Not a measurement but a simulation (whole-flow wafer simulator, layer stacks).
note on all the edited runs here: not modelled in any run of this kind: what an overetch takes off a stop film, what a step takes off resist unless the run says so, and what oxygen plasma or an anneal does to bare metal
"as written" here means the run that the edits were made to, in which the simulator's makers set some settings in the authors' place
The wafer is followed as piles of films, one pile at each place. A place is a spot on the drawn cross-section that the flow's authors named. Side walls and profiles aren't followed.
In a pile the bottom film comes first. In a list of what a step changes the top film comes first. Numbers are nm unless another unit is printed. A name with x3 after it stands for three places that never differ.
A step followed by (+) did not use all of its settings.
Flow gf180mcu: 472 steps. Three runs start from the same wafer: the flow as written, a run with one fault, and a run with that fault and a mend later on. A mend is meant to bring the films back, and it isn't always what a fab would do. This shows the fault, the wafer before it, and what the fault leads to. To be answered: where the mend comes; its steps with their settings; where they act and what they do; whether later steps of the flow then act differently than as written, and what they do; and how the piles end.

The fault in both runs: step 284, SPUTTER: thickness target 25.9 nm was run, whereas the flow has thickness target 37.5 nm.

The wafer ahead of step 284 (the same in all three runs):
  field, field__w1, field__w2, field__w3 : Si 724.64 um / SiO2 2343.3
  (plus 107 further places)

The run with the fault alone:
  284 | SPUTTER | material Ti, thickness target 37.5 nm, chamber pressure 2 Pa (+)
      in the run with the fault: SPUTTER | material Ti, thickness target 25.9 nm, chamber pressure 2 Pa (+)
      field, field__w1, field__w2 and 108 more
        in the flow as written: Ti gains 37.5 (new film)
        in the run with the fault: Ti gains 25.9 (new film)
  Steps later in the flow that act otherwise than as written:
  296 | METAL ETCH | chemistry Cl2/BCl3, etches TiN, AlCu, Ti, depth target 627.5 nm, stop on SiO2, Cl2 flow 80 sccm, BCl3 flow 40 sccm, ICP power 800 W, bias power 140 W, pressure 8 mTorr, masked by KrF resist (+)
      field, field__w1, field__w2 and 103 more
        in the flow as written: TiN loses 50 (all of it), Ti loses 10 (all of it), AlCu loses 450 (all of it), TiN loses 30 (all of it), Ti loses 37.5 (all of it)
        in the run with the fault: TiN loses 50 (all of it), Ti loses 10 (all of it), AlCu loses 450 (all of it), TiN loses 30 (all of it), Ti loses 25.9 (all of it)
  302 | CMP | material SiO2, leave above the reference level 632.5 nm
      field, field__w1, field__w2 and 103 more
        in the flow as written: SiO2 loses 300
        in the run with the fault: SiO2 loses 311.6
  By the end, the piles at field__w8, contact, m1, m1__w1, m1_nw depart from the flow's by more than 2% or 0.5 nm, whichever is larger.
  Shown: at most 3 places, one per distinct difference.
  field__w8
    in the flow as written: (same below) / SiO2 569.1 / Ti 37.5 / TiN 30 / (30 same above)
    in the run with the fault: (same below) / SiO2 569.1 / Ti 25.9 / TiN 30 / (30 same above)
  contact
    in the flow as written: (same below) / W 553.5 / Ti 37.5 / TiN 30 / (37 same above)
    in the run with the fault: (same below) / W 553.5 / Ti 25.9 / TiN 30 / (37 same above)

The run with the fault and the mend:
  The mend stands after step 284.
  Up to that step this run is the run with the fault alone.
  284a | SPUTTER | material Ti, thickness target 11.6 nm, chamber pressure 2 Pa (+) (a further turn of the flow's step 284, with different settings)
      field, field__w1, field__w2 and 108 more
        Ti gains 11.6
  None of the later steps of the flow acts differently than as written at any place that is followed.
  By the end, the piles equal the flow's at every place that both follow.
